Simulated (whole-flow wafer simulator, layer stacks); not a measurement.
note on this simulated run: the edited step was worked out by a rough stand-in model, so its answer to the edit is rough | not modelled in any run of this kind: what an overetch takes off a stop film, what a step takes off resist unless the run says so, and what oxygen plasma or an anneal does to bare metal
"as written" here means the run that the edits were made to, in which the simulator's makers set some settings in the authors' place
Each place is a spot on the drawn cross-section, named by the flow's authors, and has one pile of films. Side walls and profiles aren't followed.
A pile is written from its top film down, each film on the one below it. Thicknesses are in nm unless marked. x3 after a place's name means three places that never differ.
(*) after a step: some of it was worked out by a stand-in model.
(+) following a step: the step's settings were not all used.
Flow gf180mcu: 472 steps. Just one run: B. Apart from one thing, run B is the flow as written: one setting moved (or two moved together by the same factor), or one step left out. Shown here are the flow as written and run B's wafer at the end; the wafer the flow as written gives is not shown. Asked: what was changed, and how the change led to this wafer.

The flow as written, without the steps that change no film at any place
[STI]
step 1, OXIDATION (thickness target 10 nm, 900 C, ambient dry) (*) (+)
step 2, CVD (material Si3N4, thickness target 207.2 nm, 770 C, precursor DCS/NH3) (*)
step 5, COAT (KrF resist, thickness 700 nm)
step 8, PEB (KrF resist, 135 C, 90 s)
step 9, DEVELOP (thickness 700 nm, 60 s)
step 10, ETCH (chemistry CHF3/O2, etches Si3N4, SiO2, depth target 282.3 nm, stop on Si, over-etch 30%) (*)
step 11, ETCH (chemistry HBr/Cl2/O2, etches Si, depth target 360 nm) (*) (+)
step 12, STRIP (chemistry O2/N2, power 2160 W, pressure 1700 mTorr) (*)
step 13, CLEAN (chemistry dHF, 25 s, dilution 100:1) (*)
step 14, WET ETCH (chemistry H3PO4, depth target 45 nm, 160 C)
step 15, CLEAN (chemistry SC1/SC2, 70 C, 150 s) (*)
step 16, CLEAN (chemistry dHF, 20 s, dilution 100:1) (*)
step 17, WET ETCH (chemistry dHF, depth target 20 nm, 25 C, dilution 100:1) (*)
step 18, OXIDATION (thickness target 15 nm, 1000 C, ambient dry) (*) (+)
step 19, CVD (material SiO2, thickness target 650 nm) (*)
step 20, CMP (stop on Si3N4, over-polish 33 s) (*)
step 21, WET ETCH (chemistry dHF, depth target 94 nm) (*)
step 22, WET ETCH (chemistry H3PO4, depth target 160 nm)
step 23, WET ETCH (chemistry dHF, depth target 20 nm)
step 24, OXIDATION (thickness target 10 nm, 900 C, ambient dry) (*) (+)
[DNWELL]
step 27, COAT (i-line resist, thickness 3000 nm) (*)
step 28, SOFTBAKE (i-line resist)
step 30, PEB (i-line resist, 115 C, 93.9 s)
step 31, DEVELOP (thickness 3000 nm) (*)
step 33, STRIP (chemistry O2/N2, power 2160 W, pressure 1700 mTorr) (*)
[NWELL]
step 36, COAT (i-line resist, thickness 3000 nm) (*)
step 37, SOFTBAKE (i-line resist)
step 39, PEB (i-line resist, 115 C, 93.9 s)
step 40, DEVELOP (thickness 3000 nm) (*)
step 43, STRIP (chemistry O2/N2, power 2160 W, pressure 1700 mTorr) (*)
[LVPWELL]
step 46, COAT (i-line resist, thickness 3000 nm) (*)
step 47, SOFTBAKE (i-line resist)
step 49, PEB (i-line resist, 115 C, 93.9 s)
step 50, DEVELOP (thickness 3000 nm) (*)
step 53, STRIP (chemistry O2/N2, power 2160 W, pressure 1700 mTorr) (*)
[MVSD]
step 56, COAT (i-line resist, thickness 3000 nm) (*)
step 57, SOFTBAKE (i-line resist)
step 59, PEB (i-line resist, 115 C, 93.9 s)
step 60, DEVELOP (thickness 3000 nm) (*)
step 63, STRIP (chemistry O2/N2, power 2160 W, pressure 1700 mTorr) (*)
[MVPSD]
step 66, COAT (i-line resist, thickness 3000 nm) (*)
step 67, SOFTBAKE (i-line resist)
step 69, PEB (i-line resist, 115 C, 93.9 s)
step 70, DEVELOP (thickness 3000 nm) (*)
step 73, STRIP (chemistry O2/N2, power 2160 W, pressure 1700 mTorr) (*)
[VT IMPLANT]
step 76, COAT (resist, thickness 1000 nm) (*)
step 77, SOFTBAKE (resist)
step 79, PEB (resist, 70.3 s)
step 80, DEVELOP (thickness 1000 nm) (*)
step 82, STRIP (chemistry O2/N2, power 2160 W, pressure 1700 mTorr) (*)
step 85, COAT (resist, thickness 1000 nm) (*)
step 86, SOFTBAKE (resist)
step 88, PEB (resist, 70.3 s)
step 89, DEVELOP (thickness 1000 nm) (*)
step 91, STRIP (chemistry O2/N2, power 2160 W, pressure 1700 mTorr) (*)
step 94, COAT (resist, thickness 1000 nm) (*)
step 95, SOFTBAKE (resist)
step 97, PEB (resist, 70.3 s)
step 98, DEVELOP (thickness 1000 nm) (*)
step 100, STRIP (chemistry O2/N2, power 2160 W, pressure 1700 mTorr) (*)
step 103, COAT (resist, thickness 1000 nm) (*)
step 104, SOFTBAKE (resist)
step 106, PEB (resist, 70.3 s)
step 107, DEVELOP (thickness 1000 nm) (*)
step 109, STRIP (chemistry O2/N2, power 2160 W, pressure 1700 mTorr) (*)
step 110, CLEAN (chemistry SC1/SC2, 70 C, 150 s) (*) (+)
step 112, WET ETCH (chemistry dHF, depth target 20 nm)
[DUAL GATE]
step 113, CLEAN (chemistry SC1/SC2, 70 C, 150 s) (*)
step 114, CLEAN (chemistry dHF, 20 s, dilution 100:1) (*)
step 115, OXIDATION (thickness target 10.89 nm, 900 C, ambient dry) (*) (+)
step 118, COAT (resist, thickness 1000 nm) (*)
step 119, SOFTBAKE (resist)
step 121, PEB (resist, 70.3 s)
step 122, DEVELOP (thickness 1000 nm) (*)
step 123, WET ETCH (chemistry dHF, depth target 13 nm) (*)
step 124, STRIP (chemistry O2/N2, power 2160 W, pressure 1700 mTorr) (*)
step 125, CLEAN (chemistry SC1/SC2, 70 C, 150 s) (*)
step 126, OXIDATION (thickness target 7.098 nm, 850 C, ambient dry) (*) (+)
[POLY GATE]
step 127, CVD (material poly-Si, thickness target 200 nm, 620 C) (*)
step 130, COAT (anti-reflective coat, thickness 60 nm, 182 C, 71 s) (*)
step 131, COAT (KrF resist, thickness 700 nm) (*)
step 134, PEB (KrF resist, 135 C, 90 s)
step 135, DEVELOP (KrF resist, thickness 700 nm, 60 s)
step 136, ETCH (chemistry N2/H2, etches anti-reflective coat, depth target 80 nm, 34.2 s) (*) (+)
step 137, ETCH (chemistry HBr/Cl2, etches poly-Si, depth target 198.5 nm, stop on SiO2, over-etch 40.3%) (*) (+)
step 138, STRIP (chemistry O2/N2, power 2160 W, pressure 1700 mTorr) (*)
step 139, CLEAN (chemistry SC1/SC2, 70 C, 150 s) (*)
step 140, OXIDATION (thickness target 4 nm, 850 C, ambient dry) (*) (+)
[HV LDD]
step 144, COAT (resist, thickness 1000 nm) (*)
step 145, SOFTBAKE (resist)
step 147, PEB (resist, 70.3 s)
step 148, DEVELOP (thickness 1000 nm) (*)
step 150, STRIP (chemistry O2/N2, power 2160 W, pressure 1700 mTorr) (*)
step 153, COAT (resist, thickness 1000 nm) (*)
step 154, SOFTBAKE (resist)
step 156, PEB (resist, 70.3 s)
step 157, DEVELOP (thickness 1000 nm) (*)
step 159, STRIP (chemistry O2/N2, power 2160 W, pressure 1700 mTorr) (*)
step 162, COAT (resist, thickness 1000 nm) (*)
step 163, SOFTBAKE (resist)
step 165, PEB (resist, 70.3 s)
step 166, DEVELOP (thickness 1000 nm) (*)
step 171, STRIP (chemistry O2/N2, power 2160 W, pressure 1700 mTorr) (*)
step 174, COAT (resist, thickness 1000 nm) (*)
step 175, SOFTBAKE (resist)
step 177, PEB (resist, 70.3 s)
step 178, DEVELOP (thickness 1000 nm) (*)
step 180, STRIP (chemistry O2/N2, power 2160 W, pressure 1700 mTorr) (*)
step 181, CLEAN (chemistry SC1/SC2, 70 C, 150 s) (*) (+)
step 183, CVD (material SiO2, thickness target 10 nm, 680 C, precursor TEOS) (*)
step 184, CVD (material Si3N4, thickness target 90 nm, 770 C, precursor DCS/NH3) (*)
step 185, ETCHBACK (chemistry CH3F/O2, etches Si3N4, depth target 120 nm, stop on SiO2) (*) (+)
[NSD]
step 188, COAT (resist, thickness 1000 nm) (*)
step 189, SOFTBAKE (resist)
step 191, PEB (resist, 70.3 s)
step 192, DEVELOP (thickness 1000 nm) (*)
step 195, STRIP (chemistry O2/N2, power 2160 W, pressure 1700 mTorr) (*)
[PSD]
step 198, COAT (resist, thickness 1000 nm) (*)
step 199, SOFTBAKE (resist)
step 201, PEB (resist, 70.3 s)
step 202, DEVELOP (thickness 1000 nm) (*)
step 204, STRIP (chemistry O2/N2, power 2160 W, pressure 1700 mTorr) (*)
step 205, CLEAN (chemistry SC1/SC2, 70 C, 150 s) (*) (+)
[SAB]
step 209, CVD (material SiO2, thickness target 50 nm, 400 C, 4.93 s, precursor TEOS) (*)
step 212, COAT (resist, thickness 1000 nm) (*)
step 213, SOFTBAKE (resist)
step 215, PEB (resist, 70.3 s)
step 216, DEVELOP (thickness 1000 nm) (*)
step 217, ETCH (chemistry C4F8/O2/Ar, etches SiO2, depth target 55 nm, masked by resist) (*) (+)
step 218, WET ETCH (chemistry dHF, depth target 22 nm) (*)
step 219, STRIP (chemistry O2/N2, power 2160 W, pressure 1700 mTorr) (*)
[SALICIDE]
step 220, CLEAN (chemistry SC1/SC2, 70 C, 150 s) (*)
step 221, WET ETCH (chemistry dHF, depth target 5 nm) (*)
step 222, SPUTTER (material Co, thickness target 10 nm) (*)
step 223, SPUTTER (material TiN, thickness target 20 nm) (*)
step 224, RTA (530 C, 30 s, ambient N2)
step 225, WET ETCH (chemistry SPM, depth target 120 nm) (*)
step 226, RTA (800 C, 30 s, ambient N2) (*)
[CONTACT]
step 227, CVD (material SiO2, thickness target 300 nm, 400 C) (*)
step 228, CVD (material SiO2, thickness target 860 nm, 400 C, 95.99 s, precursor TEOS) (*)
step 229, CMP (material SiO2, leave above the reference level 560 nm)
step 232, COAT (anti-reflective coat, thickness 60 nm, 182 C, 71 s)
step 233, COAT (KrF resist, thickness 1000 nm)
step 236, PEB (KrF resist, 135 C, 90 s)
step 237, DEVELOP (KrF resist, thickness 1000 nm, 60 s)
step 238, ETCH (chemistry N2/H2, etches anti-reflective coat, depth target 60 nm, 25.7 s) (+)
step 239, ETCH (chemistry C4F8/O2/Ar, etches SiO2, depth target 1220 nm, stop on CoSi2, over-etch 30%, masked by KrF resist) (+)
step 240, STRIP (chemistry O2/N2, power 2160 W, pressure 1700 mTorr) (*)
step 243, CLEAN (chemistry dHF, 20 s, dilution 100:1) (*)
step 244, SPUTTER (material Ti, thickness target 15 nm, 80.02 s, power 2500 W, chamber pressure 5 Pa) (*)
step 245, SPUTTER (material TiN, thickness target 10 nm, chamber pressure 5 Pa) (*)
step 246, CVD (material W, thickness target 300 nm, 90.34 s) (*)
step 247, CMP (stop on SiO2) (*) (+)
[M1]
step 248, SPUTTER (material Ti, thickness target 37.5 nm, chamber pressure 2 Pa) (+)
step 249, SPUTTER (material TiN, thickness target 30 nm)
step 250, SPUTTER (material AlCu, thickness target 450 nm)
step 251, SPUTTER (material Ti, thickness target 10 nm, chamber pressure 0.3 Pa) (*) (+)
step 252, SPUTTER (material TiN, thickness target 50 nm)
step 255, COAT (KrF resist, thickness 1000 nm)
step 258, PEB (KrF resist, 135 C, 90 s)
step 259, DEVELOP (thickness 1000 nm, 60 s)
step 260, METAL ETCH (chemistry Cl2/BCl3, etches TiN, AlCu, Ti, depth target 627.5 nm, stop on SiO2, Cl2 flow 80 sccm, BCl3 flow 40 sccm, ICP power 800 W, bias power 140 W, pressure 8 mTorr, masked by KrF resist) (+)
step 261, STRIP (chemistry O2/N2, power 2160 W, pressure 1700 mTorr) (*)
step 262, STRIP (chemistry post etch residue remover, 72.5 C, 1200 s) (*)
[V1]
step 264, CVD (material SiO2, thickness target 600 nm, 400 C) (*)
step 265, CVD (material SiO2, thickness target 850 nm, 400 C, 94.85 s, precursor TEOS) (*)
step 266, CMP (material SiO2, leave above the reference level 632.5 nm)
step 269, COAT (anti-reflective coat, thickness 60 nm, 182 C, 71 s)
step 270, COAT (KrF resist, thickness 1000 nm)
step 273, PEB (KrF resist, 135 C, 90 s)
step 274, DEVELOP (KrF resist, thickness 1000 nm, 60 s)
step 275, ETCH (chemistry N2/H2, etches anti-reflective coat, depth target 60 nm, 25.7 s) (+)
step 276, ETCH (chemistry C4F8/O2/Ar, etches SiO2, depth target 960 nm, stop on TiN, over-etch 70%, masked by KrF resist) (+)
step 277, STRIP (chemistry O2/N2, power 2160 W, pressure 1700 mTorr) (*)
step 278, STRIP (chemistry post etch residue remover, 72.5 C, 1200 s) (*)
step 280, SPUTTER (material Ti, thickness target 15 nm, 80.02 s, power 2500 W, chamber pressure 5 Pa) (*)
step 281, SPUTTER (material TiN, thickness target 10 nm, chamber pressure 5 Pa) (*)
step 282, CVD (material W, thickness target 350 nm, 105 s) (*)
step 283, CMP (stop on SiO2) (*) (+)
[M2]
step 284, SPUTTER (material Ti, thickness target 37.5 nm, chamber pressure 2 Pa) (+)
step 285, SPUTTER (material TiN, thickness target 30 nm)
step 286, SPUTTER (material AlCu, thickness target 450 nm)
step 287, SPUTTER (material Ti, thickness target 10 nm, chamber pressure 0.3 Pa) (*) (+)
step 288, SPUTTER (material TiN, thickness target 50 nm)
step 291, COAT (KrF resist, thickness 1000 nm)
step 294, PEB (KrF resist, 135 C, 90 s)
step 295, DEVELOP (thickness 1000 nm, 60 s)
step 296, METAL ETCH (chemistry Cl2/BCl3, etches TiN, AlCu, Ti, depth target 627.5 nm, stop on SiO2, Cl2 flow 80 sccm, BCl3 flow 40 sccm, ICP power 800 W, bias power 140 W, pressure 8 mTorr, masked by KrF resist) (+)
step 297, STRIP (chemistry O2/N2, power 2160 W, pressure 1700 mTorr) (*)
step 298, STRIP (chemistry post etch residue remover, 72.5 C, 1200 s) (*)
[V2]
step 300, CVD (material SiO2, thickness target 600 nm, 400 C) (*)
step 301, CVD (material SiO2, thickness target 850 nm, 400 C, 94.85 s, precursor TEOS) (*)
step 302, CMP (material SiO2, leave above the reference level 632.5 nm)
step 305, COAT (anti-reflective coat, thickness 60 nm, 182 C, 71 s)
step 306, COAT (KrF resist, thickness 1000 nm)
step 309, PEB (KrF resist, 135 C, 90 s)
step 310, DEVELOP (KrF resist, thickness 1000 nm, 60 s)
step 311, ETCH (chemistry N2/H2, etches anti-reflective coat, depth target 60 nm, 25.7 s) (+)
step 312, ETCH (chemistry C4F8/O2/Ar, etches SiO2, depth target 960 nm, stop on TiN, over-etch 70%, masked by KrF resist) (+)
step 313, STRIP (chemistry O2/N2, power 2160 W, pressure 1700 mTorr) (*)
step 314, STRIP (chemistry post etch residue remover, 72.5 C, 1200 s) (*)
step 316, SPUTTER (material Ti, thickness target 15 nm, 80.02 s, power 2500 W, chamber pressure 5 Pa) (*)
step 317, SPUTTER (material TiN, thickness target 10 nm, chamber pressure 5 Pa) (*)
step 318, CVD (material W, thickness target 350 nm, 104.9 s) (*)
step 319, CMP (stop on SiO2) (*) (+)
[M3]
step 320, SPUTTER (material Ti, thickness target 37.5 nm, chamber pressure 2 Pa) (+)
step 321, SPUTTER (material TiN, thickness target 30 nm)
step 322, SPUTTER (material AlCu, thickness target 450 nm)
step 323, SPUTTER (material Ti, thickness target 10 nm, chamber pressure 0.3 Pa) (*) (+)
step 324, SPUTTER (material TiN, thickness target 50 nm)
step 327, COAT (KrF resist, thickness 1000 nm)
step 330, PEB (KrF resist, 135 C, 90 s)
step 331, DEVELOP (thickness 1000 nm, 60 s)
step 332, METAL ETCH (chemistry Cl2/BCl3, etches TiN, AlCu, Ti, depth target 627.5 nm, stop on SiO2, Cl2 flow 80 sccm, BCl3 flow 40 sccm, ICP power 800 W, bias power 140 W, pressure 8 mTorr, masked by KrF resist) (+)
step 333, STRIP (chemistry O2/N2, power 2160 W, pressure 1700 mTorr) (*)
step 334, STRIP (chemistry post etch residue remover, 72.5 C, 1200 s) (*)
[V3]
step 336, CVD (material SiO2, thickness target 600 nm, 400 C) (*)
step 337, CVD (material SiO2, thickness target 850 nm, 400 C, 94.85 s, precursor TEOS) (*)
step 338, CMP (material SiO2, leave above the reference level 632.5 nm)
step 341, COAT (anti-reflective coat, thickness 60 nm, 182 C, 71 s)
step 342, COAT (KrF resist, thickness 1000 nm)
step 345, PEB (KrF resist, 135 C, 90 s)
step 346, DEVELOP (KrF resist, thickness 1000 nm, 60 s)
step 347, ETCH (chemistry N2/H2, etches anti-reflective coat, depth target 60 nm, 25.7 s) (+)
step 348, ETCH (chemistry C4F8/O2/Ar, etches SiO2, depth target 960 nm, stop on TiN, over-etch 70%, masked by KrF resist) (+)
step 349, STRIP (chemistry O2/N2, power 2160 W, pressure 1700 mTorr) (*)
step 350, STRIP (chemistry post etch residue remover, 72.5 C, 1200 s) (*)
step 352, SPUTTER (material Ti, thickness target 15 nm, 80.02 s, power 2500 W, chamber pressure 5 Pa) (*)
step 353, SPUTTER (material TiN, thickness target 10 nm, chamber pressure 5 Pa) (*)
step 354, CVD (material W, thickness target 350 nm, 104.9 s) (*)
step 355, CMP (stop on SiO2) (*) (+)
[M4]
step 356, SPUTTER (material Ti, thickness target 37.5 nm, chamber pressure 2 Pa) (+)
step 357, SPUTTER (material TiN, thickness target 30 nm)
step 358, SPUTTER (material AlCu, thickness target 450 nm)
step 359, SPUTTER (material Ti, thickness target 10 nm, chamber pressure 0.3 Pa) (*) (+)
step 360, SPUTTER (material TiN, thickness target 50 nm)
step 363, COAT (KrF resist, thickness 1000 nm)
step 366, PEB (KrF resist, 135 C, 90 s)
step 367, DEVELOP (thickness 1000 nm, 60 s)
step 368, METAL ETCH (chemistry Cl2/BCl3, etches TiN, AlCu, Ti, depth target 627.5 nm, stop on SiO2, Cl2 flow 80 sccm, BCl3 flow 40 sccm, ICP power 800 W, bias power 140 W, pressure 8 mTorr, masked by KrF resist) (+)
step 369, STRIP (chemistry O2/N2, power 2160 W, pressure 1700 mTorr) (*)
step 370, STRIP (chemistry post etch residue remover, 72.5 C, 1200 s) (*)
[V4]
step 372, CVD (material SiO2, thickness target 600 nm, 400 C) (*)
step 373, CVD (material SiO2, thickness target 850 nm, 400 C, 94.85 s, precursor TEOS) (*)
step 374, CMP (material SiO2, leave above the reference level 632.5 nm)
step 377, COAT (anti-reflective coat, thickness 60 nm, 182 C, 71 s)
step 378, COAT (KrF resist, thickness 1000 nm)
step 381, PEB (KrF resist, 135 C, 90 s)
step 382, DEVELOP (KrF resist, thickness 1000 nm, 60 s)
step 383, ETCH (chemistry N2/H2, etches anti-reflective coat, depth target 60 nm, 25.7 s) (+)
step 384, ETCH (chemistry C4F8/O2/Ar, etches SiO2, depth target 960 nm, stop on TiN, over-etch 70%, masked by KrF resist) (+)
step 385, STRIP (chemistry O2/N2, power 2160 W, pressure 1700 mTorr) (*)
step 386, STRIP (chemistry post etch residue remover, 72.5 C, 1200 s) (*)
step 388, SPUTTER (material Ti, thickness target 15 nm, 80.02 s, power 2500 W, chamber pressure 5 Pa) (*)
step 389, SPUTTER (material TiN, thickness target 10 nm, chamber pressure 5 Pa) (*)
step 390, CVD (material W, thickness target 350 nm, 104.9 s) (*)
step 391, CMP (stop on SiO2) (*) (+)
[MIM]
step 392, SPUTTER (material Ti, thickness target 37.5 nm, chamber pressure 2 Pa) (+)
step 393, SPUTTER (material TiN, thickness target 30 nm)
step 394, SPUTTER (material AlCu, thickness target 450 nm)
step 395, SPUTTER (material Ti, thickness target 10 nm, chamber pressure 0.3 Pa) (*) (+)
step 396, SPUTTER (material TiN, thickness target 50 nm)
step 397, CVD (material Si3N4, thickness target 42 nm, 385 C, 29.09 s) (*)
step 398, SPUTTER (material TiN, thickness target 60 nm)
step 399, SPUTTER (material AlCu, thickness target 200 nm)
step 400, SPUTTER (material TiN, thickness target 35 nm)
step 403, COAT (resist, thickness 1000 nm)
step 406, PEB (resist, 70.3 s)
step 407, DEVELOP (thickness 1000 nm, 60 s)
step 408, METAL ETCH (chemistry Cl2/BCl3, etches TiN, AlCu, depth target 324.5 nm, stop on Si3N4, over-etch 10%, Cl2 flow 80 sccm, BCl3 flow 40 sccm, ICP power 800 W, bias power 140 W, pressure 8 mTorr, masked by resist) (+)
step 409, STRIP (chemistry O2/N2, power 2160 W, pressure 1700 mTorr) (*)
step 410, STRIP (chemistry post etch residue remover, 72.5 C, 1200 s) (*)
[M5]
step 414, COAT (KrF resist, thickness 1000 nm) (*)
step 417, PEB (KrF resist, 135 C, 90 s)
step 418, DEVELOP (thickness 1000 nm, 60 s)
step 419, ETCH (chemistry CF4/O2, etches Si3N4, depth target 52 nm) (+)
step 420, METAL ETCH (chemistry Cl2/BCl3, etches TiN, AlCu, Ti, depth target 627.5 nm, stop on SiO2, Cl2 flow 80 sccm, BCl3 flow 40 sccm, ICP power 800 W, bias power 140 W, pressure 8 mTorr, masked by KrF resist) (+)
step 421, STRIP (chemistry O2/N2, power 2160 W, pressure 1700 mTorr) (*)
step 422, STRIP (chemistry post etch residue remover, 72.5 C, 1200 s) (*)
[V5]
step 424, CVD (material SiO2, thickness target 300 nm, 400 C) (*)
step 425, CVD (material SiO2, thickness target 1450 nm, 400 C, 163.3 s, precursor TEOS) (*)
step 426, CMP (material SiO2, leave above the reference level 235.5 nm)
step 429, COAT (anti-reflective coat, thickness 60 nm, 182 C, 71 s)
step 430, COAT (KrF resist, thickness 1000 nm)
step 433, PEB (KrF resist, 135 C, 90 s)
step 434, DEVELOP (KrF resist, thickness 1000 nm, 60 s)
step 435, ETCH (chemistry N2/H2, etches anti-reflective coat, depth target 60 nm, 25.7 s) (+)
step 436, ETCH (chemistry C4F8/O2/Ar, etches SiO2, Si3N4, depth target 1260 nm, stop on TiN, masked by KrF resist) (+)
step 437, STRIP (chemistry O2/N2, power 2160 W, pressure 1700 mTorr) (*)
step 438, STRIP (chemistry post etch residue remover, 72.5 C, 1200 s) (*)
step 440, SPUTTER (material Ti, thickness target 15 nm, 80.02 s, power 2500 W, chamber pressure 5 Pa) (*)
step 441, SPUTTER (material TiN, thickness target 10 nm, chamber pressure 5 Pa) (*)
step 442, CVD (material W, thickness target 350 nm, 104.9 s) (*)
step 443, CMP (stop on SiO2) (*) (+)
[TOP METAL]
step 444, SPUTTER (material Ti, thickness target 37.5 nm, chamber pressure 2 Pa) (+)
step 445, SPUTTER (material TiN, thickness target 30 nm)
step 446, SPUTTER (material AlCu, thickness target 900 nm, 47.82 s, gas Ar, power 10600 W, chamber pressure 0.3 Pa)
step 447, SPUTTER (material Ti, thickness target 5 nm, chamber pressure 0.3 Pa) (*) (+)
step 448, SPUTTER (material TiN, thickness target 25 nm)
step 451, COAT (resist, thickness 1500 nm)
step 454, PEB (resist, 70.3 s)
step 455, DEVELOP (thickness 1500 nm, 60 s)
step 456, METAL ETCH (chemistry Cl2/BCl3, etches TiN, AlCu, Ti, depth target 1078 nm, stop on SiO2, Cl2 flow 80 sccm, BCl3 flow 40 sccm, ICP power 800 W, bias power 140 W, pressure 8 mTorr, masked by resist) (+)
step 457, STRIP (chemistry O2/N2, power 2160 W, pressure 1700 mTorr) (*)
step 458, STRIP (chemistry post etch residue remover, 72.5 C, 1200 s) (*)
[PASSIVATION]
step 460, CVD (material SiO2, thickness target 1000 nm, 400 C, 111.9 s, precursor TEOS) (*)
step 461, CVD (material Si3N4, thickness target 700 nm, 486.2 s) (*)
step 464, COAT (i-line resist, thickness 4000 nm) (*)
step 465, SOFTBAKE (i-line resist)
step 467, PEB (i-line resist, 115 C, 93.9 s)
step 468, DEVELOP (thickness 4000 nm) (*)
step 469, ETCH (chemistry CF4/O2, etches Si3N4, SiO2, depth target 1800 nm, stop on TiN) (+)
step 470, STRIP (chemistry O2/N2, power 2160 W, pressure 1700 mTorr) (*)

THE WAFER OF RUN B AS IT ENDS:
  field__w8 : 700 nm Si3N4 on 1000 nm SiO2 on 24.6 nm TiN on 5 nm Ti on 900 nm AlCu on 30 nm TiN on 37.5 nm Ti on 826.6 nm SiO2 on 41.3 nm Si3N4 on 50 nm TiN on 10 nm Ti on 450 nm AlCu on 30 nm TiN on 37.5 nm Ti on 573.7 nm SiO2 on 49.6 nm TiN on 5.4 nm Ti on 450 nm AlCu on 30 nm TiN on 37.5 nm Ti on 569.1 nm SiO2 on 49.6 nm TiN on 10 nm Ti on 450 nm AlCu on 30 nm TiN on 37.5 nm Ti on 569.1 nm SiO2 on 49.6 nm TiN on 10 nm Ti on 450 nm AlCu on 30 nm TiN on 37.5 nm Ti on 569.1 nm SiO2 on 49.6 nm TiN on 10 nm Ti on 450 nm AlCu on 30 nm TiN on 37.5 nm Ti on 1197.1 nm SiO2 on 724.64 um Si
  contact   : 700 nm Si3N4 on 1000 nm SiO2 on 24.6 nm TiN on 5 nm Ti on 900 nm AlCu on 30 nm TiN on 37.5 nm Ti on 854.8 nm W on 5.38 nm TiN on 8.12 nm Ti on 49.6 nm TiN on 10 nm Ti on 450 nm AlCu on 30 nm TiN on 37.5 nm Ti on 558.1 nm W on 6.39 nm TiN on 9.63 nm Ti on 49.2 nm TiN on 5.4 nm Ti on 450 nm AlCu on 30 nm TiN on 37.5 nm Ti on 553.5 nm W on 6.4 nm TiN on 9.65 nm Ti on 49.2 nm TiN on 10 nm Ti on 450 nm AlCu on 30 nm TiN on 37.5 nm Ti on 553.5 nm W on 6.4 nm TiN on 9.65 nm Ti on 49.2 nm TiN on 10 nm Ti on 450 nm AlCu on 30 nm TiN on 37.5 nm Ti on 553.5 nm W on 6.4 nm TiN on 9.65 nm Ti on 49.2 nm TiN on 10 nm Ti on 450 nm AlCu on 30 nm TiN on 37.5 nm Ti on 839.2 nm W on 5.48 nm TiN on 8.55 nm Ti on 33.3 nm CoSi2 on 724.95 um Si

Cause: step 359, SPUTTER: thickness target 5.4 nm was run, while the flow as written has thickness target 10 nm.
The wafer lets one read it off: field__w8 has Ti 5.4, and step 359 as written asks for 10 nm.

The path from the change to this, step by step:
  step 359, SPUTTER (material Ti, thickness target 10 nm, chamber pressure 0.3 Pa) (*) (+)
      field, field__w1, field__w2 and 108 more: +5.4 Ti (new film) (in the flow as written it would be: +10 Ti (new film))
  step 368, METAL ETCH (chemistry Cl2/BCl3, etches TiN, AlCu, Ti, depth target 627.5 nm, stop on SiO2, Cl2 flow 80 sccm, BCl3 flow 40 sccm, ICP power 800 W, bias power 140 W, pressure 8 mTorr, masked by KrF resist) (+)
      field, field__w1, field__w2 and 103 more: -50 TiN (all of it), -5.4 Ti (all of it), -450 AlCu (all of it), -30 TiN (all of it), -37.5 Ti (all of it) (in the flow as written it would be: -50 TiN (all of it), -10 Ti (all of it), -450 AlCu (all of it), -30 TiN (all of it), -37.5 Ti (all of it))
